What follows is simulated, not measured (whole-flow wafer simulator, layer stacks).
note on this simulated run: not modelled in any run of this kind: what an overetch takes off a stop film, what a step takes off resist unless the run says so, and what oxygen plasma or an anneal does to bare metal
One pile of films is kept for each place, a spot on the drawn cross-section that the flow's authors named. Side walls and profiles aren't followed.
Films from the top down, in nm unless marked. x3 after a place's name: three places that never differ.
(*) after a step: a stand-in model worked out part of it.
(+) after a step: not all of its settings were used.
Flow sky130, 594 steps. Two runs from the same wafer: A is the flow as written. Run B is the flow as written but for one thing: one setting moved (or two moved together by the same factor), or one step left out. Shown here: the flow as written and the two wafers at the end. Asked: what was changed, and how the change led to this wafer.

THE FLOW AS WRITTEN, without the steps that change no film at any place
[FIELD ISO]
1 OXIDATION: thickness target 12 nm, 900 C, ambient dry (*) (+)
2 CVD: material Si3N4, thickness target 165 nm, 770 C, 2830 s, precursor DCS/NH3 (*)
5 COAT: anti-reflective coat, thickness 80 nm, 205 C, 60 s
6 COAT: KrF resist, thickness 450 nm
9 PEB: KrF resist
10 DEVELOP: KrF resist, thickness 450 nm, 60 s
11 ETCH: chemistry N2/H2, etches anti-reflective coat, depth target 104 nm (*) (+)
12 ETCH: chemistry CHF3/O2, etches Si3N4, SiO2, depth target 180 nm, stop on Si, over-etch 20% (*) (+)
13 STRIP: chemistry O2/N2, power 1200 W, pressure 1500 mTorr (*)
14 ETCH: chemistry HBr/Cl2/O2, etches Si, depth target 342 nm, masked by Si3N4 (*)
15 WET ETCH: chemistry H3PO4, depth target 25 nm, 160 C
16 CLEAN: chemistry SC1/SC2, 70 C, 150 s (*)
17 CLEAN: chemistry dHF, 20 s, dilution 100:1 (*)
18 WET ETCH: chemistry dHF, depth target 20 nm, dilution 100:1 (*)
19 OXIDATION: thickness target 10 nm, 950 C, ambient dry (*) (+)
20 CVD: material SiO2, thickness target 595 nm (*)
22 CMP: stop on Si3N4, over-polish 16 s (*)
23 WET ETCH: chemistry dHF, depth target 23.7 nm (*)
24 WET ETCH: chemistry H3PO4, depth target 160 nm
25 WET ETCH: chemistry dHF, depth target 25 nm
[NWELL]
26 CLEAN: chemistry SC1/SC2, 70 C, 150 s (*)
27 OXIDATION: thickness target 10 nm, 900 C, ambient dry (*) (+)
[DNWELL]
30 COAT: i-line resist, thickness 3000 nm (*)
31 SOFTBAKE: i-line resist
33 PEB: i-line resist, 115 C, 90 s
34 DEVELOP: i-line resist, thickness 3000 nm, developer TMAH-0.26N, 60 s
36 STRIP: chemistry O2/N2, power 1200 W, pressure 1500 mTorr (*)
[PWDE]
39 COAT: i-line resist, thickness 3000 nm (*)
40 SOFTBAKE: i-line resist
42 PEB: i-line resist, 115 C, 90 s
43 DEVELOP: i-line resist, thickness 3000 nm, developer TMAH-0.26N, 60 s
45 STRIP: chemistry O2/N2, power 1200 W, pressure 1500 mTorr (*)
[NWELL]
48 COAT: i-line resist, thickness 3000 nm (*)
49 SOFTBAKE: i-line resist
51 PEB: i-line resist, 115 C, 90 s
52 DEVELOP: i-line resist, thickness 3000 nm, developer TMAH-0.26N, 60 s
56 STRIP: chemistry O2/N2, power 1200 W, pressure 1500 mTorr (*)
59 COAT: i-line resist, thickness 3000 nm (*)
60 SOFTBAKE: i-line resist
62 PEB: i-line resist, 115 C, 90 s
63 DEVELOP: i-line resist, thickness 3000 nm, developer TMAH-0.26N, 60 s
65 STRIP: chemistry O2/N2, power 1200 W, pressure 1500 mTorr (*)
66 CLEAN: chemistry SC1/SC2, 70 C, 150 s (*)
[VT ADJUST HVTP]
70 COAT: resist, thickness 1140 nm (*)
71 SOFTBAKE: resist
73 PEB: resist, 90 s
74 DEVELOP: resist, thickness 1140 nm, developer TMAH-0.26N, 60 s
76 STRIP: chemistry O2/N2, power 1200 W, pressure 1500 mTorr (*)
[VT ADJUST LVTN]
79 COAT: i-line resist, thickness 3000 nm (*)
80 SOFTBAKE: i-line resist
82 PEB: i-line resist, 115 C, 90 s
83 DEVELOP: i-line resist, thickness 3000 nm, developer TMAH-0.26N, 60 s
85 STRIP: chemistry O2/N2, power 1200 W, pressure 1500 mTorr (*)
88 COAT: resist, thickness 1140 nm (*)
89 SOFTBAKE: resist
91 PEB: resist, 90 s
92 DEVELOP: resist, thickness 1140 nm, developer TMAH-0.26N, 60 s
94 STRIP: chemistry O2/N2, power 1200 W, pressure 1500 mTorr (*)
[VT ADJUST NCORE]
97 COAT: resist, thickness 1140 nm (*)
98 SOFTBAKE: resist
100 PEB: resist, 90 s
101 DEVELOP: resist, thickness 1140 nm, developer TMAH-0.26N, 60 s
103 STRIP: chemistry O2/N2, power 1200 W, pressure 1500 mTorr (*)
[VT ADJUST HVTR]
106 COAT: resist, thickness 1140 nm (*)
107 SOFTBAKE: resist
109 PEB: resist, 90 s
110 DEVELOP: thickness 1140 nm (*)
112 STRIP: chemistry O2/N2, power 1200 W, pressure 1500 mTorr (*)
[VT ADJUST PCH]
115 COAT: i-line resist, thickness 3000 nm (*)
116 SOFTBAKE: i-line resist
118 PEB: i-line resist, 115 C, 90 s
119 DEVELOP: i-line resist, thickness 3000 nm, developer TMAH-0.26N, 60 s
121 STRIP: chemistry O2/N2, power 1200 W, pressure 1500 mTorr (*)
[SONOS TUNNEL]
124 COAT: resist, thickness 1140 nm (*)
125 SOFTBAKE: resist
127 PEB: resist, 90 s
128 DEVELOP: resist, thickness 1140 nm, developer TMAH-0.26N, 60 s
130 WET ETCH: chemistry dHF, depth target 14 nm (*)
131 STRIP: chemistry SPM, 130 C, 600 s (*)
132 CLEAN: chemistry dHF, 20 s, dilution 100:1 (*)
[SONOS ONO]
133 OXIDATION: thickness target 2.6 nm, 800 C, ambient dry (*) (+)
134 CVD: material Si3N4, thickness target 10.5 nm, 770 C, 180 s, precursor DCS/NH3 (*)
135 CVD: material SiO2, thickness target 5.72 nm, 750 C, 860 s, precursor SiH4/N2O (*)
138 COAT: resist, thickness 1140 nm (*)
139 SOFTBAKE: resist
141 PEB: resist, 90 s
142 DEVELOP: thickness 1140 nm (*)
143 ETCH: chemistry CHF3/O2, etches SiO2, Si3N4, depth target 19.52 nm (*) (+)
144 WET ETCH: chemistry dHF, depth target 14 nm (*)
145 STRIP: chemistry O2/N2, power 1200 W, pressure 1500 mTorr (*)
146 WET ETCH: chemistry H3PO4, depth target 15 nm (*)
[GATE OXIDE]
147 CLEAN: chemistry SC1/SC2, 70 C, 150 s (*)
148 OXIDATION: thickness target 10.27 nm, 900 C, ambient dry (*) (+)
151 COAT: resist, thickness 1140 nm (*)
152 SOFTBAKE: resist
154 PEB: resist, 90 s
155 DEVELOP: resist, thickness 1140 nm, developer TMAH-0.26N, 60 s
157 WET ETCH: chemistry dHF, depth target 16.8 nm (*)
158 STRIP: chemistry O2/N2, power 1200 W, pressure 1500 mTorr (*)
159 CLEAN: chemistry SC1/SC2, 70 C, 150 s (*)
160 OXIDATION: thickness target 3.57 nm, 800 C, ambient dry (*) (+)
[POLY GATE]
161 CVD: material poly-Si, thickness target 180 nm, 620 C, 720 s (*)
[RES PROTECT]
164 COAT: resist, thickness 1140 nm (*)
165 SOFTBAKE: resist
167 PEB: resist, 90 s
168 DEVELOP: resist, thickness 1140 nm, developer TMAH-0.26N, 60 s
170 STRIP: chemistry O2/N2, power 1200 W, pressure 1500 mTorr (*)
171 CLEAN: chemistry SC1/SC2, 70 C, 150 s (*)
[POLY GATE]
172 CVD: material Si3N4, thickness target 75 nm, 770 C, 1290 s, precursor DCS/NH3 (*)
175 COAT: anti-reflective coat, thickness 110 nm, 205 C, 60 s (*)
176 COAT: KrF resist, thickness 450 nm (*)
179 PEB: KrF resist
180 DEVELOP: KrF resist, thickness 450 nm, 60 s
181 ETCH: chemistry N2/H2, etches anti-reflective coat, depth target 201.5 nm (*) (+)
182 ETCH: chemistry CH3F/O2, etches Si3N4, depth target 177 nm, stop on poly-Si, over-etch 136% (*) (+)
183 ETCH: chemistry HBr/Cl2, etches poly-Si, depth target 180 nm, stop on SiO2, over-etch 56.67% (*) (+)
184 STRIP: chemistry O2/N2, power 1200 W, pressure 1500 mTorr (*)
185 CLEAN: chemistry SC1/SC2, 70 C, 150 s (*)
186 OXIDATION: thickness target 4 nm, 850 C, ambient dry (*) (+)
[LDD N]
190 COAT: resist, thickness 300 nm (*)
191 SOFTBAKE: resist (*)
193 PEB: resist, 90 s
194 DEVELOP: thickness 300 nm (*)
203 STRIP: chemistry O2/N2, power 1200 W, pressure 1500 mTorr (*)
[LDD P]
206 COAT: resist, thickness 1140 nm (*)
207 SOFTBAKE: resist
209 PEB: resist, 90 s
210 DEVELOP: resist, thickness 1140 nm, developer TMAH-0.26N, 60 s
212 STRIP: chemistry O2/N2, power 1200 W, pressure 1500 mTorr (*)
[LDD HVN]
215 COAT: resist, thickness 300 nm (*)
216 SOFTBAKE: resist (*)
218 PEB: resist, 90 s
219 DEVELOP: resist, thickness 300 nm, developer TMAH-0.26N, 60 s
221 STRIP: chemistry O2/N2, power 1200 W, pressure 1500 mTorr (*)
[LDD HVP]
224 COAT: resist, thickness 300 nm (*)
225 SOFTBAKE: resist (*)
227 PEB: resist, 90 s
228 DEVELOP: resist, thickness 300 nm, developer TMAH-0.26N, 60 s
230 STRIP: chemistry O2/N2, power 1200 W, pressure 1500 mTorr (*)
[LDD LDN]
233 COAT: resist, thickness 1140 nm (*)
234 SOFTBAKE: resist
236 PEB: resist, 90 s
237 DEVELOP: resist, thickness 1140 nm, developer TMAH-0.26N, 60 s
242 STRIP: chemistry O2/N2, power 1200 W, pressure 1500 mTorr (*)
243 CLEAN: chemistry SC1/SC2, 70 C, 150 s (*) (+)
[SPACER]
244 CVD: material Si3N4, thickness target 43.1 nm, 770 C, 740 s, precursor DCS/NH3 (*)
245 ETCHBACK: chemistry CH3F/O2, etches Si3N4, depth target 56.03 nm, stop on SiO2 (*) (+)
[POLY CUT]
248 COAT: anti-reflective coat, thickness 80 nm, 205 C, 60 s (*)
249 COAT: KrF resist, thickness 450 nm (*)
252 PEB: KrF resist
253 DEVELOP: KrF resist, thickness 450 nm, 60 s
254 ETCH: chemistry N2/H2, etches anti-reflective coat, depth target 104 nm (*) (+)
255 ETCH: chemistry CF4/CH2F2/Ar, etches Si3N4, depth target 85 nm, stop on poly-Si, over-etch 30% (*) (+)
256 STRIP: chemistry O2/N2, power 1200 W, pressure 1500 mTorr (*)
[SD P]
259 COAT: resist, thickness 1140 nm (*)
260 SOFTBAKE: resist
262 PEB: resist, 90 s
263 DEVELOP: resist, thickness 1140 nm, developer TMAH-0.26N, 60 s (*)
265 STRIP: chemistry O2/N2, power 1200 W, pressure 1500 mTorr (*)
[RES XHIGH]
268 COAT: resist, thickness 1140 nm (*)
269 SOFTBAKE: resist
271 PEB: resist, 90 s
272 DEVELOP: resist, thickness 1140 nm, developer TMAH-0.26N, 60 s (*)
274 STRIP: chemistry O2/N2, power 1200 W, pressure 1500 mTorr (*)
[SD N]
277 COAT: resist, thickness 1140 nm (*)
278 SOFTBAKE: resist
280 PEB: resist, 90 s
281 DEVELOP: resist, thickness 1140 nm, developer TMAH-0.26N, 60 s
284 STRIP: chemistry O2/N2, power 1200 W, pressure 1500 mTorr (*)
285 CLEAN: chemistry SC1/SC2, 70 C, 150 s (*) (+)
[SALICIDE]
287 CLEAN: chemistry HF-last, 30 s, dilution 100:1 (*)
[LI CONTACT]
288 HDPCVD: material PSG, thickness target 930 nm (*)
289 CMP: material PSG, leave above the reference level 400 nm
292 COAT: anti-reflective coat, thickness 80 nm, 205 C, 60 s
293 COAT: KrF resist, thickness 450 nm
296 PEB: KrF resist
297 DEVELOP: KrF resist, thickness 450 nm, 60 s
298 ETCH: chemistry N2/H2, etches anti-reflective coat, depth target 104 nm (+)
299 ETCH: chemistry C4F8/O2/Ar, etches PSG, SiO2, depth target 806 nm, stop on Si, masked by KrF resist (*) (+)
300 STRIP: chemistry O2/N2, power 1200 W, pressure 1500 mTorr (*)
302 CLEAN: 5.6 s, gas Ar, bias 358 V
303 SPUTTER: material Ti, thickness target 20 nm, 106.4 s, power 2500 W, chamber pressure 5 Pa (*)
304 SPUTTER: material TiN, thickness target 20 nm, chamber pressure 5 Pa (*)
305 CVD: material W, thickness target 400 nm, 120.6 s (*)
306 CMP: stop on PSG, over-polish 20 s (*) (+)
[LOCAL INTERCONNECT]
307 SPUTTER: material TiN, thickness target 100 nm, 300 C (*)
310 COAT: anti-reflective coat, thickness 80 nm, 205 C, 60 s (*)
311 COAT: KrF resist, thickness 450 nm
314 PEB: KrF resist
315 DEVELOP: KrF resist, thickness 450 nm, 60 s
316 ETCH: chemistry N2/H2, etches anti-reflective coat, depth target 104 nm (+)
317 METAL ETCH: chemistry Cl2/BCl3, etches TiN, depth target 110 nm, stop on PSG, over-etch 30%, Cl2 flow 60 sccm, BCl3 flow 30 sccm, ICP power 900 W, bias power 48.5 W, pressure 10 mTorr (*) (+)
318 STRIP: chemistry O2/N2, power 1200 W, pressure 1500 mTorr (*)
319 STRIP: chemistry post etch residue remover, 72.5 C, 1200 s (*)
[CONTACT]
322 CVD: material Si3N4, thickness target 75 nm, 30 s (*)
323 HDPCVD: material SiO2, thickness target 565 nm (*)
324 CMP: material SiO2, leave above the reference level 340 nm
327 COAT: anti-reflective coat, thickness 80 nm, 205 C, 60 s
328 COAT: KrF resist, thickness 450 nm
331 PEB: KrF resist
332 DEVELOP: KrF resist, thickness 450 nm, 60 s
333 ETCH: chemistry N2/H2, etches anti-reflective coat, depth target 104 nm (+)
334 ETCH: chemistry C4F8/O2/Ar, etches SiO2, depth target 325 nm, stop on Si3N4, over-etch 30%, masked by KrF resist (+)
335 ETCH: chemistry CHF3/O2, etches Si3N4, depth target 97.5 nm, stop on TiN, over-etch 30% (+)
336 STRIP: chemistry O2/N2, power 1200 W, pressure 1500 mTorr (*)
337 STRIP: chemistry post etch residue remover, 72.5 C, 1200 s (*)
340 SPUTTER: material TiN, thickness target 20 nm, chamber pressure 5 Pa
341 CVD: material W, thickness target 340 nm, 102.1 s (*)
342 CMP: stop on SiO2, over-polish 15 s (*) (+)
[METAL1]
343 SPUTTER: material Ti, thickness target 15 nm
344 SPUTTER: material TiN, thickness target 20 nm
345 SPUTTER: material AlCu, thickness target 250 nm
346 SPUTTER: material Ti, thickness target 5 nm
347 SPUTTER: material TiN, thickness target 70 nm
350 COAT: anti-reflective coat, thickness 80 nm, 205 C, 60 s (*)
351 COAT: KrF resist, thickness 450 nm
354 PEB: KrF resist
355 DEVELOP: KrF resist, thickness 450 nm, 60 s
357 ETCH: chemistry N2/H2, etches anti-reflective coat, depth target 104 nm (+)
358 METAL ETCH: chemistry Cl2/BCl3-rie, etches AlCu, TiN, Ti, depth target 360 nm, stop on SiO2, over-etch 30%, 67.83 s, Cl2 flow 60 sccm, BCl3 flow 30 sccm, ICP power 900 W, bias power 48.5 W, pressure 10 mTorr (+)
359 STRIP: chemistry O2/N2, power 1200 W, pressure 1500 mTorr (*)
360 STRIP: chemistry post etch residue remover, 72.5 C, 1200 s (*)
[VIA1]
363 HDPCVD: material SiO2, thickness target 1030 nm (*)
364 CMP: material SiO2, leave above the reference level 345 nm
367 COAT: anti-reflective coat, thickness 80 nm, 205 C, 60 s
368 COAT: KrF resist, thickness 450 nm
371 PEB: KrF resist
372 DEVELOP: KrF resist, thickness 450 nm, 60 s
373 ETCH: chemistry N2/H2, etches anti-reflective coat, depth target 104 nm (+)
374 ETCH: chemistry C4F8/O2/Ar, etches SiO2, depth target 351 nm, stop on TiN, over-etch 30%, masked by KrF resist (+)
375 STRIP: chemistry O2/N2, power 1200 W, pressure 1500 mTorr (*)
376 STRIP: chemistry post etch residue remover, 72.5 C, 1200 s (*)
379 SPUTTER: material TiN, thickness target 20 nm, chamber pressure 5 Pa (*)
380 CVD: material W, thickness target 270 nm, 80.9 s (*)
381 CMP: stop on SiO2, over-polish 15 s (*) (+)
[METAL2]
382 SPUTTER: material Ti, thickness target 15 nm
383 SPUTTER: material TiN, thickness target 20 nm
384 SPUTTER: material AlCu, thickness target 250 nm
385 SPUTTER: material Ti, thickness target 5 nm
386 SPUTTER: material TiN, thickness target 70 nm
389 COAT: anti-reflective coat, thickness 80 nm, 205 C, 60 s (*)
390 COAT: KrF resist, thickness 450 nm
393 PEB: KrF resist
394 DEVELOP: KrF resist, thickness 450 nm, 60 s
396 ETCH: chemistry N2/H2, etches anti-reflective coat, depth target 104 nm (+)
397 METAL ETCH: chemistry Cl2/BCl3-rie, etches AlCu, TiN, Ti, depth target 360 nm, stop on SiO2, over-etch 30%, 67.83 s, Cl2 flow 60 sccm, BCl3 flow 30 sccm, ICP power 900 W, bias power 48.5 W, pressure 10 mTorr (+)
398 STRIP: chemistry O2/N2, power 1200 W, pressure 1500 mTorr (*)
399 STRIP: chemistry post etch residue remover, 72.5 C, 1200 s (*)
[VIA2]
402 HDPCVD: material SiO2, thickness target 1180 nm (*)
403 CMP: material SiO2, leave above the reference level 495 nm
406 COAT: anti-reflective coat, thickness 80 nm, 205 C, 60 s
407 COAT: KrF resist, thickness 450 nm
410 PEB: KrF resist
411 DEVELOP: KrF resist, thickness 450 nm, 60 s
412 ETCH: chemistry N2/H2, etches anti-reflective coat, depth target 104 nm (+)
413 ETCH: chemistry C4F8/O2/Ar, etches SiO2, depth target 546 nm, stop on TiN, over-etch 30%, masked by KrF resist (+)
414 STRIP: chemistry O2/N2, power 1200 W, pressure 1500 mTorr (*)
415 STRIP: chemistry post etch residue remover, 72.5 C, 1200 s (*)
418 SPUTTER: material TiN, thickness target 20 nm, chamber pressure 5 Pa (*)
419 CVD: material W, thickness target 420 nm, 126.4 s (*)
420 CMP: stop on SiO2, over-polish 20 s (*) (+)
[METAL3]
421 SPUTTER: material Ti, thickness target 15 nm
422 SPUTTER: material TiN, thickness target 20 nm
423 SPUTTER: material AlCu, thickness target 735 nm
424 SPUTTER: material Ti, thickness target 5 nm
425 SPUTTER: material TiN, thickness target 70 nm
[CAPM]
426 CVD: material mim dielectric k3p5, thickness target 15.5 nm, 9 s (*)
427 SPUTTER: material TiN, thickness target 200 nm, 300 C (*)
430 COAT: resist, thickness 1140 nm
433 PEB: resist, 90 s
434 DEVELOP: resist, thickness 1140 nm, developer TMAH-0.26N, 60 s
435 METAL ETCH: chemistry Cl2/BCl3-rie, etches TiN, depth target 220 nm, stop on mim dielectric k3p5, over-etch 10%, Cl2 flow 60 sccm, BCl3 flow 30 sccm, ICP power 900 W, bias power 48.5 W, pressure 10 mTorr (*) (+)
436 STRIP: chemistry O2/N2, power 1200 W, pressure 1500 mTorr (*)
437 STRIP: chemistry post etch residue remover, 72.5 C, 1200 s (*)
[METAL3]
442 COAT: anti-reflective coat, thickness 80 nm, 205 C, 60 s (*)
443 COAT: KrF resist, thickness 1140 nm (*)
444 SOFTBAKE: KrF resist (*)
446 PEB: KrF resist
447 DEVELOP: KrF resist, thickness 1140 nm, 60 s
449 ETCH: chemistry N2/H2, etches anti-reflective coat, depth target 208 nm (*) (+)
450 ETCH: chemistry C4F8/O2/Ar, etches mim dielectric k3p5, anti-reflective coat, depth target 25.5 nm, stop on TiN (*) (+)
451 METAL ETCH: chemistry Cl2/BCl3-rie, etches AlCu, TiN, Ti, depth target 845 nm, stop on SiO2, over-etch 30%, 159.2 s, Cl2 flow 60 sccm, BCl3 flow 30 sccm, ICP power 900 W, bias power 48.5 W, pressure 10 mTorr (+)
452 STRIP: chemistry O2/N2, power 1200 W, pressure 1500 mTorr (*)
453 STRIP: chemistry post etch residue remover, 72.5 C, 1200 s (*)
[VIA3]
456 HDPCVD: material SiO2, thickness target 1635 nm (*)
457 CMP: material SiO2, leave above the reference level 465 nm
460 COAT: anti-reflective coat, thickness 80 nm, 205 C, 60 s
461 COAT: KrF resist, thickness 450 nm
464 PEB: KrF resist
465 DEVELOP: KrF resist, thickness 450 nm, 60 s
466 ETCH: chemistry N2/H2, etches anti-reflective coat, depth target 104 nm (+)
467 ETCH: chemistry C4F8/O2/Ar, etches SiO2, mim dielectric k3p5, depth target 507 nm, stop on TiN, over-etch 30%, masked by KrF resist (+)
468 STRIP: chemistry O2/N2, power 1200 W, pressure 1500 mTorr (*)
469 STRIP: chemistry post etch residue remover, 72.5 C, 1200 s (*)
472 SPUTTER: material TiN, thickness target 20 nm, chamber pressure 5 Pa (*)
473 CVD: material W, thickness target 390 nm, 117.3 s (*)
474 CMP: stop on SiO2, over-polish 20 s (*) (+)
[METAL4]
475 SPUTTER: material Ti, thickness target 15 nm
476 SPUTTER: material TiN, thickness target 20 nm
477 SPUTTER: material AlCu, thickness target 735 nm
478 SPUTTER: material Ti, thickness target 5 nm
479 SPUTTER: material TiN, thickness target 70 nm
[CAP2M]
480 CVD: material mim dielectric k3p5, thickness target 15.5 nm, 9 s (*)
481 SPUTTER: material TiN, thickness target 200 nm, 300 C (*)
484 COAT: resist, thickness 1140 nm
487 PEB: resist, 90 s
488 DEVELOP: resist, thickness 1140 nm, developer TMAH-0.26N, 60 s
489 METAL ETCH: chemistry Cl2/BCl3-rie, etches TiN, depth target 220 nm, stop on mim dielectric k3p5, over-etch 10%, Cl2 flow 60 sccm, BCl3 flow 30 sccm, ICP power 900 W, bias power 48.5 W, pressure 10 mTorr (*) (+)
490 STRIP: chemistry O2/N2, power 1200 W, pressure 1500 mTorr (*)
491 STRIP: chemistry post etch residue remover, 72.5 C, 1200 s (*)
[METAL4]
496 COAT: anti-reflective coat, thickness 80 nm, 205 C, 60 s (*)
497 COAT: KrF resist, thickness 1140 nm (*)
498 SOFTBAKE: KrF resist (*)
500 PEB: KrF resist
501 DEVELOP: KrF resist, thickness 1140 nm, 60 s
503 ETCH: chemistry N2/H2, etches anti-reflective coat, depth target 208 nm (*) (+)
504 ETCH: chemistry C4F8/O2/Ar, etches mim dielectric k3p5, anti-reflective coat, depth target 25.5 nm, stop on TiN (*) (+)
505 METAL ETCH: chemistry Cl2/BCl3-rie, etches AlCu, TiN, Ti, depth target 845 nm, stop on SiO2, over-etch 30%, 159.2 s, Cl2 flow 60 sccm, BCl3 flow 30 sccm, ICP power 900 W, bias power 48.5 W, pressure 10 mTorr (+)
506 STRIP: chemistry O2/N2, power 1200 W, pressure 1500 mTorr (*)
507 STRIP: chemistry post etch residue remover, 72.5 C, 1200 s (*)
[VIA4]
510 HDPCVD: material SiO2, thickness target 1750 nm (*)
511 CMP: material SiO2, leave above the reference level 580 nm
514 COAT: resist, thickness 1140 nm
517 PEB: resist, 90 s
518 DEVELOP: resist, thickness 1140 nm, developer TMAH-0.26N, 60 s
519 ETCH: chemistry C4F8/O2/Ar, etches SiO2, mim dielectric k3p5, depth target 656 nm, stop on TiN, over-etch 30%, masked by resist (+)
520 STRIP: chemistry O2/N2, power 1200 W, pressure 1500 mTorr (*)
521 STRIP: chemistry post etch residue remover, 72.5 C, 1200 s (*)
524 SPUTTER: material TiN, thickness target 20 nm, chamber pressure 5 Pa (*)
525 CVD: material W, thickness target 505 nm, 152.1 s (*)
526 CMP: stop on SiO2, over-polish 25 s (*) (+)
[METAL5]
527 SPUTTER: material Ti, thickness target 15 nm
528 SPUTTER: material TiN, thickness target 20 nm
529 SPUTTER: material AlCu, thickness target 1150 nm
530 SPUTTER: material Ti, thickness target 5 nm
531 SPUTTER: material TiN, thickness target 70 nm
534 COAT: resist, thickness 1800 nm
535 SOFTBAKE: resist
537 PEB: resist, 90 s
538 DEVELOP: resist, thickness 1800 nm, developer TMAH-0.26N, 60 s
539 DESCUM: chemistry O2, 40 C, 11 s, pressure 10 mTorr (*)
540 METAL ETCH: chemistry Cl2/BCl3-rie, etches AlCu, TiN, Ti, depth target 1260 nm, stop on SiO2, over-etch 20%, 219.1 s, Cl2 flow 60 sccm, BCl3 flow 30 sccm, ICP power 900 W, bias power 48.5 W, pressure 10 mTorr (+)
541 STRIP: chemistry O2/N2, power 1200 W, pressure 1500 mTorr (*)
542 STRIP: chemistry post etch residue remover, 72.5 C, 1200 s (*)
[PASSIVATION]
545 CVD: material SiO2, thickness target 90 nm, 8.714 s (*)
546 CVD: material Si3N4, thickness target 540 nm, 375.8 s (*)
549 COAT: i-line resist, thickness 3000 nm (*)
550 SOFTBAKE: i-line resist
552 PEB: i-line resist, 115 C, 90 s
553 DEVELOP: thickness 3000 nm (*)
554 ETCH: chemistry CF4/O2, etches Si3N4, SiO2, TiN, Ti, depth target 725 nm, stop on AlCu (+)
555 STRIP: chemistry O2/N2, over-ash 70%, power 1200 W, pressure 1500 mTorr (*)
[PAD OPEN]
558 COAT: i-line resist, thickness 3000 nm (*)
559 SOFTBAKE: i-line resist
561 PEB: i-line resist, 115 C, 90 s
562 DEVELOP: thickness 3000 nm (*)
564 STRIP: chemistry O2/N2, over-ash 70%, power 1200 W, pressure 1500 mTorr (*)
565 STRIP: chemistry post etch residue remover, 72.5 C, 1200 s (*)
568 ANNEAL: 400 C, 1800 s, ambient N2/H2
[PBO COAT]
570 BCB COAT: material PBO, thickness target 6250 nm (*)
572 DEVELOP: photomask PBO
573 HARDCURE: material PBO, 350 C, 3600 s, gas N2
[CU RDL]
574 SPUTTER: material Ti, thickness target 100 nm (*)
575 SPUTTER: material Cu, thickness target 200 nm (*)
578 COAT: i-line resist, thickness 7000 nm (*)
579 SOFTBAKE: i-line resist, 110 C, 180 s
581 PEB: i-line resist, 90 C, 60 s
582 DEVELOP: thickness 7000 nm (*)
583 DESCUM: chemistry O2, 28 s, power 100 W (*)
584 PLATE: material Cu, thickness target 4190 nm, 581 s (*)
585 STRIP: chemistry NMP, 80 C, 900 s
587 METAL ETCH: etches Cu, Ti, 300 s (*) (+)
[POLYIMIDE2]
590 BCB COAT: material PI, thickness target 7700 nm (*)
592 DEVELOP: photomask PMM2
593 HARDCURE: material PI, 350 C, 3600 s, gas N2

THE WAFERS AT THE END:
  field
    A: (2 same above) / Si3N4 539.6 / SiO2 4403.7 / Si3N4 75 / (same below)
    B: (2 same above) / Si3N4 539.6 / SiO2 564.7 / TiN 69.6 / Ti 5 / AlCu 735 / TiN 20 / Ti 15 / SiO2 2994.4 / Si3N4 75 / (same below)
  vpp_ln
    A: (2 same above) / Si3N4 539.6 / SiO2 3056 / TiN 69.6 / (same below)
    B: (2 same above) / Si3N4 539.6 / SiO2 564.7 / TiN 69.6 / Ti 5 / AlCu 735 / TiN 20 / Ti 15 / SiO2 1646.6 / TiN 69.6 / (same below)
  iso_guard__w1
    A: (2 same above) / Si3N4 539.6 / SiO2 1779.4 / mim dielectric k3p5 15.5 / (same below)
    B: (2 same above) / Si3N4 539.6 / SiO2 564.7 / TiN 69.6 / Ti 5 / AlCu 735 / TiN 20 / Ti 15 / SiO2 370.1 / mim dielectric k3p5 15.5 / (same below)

The cause: step 505, METAL ETCH: chemistry Cl2/BCl3-rie, etches AlCu, TiN, Ti, depth target 845 nm, stop on SiO2, over-etch 30%, 159.2 s, Cl2 flow 60 sccm, BCl3 flow 30 sccm, ICP power 900 W, bias power 48.5 W, pressure 10 mTorr (+), was left out.

How the change led to this, step by step:
  506 STRIP: chemistry O2/N2, power 1200 W, pressure 1500 mTorr (*)
      gate_hv, mim, dice_street and 74 more: A KrF resist -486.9 (all of it), anti-reflective coat -80 (all of it) | B KrF resist -1036.2 (all of it), anti-reflective coat -80 (all of it)
      n_well, p_well, sd_n, sd_p, pad, mim_edge_plate_strap, mim_edge_gap_sheet: A KrF resist -486.9 (all of it), anti-reflective coat -80 (all of it) | B KrF resist -1036.1 (all of it), anti-reflective coat -80 (all of it)
      (and at 21 more places)
  510 HDPCVD: material SiO2, thickness target 1750 nm (*)
      field, active, gate and 85 more: A SiO2 +1750 | B SiO2 +1750 (new film)
  511 CMP: material SiO2, leave above the reference level 580 nm
      field, active, gate and 76 more: A SiO2 -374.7 | B SiO2 -1244.6
      iso_guard__w1, mim_edge_gap, vpp_l1ln and 6 more: A SiO2 -374.6 | B SiO2 -1244.6
Counting metal films that touch as one body, field has 1 body; the flow as written gives 0 bodies.
Counting metal films that touch as one body, vpp_ln has 3 bodies (between them, from the top down: SiO2 1646.6; SiO2 267.2); the flow as written gives 2 bodies (between them, from the top down: SiO2 267.2).
Counting metal films that touch as one body, iso_guard__w1 has 2 bodies (between them, from the top down: SiO2 370.1 / mim dielectric k3p5 15.5); the flow as written gives 1 body.
